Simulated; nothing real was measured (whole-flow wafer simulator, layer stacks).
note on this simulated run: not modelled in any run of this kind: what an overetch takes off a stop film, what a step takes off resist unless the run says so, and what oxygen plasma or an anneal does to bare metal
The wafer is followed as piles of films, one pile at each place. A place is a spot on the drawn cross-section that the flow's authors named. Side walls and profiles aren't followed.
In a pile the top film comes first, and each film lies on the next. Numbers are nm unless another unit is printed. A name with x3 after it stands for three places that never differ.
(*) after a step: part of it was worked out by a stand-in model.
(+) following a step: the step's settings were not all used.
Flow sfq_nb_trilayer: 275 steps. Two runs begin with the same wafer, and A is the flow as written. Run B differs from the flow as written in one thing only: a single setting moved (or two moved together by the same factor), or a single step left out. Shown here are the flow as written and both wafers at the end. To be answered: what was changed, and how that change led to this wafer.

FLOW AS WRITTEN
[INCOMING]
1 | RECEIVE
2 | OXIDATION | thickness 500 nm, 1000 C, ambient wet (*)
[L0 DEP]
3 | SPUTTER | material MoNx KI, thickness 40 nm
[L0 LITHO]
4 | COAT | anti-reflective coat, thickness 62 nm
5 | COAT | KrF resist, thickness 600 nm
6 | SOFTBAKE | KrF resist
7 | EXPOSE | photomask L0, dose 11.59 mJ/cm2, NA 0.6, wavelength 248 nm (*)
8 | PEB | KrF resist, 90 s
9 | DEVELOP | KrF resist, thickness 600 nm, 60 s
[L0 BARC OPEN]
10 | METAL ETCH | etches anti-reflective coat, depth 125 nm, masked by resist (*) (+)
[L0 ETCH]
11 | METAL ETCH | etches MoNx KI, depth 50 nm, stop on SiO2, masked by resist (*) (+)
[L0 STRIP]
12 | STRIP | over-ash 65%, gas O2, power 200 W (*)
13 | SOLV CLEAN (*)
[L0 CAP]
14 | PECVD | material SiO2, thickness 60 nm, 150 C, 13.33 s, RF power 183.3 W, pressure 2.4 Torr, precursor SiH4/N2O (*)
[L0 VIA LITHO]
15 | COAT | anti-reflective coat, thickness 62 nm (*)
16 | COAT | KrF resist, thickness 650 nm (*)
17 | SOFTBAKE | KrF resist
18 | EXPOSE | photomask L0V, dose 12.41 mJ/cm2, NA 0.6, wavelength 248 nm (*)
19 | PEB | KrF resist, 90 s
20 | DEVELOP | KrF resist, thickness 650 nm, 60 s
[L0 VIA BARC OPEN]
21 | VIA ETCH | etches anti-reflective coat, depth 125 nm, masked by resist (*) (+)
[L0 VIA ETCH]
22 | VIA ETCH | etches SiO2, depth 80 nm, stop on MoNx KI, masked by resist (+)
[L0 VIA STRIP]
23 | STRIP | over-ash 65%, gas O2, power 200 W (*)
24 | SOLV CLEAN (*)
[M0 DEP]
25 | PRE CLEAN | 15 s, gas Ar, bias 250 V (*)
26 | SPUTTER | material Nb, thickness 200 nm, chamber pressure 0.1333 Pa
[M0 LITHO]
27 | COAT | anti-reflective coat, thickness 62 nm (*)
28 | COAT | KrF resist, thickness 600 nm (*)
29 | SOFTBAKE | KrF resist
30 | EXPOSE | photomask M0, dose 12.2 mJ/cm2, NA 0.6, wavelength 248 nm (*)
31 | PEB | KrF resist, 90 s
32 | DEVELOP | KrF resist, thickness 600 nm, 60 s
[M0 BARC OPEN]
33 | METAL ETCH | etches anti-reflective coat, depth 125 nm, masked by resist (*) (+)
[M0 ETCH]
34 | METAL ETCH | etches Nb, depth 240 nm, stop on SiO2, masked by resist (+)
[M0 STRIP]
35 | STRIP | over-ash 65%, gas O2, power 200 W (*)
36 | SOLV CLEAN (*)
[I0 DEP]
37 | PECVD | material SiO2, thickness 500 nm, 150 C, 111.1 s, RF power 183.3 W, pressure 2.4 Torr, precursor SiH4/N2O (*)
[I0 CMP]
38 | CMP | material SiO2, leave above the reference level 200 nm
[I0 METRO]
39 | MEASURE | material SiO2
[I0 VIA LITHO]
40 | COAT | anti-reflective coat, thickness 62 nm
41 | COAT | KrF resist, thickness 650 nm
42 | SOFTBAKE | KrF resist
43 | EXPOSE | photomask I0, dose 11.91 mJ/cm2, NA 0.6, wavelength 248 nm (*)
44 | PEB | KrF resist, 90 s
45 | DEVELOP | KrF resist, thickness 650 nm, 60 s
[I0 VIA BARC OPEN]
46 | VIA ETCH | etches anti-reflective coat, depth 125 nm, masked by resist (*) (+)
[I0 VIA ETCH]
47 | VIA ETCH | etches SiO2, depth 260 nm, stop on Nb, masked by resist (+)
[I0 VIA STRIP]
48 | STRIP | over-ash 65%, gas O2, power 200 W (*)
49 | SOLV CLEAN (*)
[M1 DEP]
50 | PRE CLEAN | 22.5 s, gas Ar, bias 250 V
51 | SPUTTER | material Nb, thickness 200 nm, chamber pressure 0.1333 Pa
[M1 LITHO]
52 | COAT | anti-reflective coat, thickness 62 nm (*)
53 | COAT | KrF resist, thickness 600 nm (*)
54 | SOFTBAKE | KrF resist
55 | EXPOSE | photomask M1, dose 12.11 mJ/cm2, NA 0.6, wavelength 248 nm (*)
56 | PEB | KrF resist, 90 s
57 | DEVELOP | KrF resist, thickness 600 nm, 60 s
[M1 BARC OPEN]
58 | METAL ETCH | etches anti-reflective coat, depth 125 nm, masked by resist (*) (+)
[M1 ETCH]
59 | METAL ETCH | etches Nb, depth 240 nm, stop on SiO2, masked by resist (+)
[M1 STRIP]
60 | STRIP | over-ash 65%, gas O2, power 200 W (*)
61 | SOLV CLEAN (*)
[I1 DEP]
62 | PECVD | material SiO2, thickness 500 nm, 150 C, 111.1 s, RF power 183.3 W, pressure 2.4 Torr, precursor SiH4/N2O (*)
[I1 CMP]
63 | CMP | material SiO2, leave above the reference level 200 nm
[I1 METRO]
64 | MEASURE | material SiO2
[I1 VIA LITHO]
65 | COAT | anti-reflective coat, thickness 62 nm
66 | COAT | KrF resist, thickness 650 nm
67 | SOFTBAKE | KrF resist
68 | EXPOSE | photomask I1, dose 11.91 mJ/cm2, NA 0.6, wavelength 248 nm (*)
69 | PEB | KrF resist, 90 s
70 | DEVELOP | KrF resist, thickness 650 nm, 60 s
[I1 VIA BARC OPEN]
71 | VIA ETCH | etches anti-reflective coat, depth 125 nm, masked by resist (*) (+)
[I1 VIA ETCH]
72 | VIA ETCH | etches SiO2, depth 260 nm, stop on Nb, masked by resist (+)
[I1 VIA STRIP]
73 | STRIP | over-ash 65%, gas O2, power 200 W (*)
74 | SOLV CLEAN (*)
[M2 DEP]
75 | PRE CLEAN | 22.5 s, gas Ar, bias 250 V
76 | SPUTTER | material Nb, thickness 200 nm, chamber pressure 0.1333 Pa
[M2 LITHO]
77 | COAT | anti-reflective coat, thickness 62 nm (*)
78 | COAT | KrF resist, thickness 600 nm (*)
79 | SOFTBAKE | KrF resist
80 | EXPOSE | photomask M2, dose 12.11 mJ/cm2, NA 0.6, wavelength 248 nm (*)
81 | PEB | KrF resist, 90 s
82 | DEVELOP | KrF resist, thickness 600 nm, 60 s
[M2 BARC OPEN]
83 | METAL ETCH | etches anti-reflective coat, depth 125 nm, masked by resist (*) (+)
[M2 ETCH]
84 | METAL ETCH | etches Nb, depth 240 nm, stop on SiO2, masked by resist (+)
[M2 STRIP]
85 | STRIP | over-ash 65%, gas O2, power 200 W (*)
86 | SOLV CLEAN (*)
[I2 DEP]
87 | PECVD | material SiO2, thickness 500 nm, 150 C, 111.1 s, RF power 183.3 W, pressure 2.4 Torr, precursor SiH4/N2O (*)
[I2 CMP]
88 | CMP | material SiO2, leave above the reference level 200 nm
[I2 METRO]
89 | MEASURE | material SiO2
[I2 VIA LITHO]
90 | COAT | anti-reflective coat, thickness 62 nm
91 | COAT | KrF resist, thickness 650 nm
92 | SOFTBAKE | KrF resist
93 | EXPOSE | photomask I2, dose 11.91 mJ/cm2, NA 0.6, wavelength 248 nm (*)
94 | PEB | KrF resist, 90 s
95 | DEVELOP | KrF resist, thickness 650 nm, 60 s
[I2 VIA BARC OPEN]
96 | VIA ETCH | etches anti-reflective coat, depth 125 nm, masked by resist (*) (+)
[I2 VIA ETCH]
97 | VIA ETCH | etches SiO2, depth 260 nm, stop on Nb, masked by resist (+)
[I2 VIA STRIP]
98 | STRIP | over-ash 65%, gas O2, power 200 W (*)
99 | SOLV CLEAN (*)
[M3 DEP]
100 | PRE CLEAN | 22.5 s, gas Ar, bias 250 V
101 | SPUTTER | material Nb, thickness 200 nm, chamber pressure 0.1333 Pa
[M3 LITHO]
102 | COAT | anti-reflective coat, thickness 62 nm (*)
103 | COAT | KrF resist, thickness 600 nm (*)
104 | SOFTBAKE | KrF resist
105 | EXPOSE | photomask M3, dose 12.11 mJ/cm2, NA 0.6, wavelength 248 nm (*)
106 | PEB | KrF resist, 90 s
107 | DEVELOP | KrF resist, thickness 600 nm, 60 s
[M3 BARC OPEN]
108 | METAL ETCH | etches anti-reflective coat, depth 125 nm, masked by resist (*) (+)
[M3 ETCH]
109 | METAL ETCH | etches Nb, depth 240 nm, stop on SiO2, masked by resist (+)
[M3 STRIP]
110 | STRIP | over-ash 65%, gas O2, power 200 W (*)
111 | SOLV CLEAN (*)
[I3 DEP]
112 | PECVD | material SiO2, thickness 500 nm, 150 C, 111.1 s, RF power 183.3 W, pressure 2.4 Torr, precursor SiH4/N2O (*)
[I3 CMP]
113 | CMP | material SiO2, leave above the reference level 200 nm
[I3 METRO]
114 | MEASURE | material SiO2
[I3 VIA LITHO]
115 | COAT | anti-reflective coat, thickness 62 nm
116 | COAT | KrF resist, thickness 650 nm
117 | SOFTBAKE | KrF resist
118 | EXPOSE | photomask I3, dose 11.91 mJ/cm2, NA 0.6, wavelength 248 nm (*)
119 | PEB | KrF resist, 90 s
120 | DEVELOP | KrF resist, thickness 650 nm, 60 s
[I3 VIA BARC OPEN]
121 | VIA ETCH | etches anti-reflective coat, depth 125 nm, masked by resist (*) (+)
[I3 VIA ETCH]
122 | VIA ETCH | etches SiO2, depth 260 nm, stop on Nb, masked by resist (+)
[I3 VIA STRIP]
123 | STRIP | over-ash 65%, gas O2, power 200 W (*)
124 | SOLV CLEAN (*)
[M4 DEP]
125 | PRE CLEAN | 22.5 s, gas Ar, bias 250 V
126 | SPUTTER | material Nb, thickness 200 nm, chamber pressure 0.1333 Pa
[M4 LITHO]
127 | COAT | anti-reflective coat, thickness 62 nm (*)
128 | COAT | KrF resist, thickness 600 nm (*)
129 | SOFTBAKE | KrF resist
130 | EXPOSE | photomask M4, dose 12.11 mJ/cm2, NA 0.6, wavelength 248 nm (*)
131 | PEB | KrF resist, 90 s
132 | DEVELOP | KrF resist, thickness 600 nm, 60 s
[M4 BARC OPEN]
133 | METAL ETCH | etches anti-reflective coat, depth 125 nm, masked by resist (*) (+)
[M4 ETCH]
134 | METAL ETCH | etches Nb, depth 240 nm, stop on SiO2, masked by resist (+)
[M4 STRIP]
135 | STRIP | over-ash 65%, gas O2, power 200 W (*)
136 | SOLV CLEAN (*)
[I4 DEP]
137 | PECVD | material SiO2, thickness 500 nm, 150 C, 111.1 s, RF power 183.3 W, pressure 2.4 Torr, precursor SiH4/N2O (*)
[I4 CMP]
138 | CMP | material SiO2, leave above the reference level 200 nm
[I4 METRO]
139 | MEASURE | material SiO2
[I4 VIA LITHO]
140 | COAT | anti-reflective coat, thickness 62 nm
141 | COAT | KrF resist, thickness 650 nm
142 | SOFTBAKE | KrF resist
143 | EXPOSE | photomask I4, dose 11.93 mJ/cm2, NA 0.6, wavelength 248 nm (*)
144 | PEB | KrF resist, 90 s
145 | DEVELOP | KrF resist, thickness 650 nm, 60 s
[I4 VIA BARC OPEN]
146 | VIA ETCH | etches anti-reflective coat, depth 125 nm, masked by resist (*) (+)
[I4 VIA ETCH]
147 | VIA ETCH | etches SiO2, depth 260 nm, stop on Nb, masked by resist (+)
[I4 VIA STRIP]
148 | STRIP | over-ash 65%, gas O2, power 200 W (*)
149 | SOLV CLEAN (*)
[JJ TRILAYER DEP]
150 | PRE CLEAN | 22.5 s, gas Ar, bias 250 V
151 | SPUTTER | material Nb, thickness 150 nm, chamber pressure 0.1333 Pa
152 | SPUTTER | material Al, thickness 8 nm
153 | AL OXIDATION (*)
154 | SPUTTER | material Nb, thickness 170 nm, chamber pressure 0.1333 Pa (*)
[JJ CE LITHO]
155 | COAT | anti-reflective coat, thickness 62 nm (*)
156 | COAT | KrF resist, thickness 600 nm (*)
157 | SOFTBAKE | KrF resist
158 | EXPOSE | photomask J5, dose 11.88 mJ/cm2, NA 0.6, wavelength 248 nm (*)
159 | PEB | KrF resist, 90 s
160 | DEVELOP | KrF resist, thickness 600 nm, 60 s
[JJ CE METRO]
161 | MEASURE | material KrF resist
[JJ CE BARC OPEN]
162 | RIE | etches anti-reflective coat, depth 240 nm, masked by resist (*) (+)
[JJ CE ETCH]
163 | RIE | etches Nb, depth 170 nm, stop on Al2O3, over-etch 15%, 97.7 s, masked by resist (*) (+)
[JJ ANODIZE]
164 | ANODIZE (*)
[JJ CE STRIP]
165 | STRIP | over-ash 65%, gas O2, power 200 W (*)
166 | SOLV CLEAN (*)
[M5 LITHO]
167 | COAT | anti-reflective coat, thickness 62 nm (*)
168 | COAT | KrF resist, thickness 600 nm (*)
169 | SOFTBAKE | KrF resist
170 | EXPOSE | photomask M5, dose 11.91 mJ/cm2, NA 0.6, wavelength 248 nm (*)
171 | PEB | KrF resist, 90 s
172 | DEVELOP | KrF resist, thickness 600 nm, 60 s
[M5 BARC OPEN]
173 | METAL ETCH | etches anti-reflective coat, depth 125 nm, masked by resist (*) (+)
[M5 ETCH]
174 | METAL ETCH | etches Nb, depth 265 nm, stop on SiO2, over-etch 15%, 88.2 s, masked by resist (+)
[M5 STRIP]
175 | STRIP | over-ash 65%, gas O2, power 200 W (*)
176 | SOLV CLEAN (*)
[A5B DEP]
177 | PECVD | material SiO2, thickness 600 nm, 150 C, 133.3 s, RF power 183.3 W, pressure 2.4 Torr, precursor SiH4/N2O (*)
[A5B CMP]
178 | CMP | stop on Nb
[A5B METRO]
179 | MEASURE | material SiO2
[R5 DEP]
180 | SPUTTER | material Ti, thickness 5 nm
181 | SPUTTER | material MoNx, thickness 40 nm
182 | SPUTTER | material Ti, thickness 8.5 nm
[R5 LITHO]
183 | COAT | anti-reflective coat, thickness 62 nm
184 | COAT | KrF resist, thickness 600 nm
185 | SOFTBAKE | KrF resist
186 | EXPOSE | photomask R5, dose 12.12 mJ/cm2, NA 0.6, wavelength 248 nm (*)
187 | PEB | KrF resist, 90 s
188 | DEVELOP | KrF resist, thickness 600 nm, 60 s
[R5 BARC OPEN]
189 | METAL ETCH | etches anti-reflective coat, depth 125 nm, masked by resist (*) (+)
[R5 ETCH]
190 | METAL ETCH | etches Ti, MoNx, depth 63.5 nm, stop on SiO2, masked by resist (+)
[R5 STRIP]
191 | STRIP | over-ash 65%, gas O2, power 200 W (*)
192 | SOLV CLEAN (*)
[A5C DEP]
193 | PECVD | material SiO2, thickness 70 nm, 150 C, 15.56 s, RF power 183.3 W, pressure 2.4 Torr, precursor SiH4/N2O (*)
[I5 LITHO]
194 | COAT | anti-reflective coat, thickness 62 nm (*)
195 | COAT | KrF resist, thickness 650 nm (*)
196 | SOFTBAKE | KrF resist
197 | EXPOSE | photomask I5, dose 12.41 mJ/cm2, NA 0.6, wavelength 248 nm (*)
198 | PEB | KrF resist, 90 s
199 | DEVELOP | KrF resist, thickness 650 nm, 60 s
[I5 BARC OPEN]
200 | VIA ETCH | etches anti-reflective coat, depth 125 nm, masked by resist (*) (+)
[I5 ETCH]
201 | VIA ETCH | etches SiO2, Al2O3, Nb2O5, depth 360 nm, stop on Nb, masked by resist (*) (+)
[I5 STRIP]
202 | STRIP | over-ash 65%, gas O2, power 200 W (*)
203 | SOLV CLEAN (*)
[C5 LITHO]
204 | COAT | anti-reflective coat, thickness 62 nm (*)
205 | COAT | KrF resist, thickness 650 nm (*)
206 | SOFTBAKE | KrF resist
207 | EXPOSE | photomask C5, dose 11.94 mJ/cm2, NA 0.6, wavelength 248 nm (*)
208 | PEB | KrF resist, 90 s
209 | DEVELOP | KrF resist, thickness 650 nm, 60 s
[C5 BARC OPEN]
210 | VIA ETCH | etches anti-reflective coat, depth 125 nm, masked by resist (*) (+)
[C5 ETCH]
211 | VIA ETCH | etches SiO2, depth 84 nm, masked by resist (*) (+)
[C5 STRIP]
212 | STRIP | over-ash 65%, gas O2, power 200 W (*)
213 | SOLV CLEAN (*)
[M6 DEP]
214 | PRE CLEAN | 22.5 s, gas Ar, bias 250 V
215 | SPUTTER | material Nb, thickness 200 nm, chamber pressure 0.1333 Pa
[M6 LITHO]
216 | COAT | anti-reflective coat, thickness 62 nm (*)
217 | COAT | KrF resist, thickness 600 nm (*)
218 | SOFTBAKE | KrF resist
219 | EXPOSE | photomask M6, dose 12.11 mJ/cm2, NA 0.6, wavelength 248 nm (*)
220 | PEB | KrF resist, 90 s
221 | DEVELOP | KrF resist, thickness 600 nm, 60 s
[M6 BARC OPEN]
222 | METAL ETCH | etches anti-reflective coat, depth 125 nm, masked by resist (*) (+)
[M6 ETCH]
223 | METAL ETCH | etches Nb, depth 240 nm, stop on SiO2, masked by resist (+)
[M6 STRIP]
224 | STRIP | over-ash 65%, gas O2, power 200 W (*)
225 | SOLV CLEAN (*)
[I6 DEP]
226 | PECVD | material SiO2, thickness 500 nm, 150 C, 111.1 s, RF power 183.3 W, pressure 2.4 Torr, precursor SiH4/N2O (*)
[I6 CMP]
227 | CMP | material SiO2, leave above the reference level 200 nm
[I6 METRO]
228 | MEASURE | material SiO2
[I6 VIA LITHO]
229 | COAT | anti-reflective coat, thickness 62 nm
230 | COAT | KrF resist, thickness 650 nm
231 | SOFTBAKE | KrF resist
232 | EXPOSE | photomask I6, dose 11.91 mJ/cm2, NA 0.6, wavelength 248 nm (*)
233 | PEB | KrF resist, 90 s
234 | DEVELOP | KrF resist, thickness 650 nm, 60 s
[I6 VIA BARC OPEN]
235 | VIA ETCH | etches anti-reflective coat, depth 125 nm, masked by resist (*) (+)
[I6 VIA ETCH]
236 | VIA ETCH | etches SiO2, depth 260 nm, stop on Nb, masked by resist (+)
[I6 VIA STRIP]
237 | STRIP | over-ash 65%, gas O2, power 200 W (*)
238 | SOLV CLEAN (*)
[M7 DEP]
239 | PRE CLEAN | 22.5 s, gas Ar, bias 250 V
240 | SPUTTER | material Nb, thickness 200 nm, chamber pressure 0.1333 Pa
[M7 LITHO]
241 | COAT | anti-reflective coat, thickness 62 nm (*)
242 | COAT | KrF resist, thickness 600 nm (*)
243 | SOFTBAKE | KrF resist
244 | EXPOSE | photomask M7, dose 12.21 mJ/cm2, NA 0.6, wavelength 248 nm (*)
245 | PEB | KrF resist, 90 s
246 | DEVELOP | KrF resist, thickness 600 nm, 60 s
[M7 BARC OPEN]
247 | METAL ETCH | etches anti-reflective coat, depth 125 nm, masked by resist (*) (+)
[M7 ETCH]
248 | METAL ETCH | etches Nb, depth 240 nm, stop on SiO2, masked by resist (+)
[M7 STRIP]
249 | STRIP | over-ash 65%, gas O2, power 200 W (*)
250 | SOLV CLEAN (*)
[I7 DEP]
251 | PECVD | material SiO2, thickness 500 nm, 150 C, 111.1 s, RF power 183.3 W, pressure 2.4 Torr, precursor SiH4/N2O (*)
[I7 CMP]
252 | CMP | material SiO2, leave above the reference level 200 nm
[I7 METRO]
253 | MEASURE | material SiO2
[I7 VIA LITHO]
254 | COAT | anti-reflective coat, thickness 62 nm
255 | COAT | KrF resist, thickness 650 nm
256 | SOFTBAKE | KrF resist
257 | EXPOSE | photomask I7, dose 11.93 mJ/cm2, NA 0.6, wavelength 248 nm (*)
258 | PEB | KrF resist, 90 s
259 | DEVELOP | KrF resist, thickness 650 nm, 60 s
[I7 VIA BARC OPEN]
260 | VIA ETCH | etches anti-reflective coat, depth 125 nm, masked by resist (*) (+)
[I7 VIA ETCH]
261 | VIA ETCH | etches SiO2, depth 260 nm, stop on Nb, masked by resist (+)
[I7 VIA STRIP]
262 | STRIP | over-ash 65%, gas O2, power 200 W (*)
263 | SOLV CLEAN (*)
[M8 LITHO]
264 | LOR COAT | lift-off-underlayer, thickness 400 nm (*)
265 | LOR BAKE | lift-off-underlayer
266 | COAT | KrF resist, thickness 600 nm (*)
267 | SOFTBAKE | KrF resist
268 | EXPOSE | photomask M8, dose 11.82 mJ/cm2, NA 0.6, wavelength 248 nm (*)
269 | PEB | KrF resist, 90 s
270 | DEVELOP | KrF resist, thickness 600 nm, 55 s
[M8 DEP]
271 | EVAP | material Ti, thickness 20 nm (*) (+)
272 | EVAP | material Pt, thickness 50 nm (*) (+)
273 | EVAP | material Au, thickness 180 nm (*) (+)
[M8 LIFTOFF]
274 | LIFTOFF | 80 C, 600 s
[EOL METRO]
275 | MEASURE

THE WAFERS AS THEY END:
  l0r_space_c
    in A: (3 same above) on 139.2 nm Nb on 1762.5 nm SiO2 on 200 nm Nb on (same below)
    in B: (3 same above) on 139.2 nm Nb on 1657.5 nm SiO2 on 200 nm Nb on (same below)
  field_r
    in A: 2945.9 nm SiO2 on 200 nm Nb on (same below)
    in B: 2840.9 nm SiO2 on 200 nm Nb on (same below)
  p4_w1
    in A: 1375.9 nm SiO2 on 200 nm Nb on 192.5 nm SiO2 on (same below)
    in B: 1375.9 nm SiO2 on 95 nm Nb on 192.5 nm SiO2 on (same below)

What caused this: step 126, SPUTTER: thickness 95 nm was run, whereas the flow has thickness 200 nm.
One can read it off the wafer: p4_w1 has Nb 95, and step 126 as written asks for 200 nm.

How this came from the change, step by step:
  126 | SPUTTER | material Nb, thickness 200 nm, chamber pressure 0.1333 Pa
      field_l, v_sur, via_wl and 102 more: A +200 Nb (new film) | B +95 Nb (new film)
      via_v: A +165.5 Nb | B +78.3 Nb
  127 | COAT | anti-reflective coat, thickness 62 nm (*)
      via_v: A +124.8 anti-reflective coat (new film) | B +119.7 anti-reflective coat (new film)
  134 | METAL ETCH | etches Nb, depth 240 nm, stop on SiO2, masked by resist (+)
      field_l, be, be_sur and 64 more: A -200 Nb (all of it) | B -95 Nb (all of it)
      v_sur, via_wl, via_w and 36 more: A -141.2 KrF resist | B -83.8 KrF resist
  135 | STRIP | over-ash 65%, gas O2, power 200 W (*)
      p4_fl, p4_fm, p4_w1 and 26 more: A -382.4 KrF resist (all of it), -62 anti-reflective coat (all of it) | B -439.7 KrF resist (all of it), -62 anti-reflective coat (all of it)
      ln_m5, lsp_m, ln_m6: A -381.9 KrF resist (all of it), -61.8 anti-reflective coat (all of it) | B -439.3 KrF resist (all of it), -61.8 anti-reflective coat (all of it)
      (and at 7 other places as well)
  137 | PECVD | material SiO2, thickness 500 nm, 150 C, 111.1 s, RF power 183.3 W, pressure 2.4 Torr, precursor SiH4/N2O (*)
      p3_s0, p3_s1, p3_s2, p3_s3, p3_s4, p3_s5: A +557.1 SiO2 | B +500 SiO2
      via_v: A +615 SiO2 (new film) | B +585.7 SiO2 (new film)
  138 | CMP | material SiO2, leave above the reference level 200 nm
      field_l, be, be_sur and 55 more: A -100 SiO2 | B -205 SiO2
      p3_s0, p3_s1, p3_s2, p3_s3, p3_s4, p3_s5: A -157.1 SiO2 | B -205 SiO2
      (and at 4 other places as well)
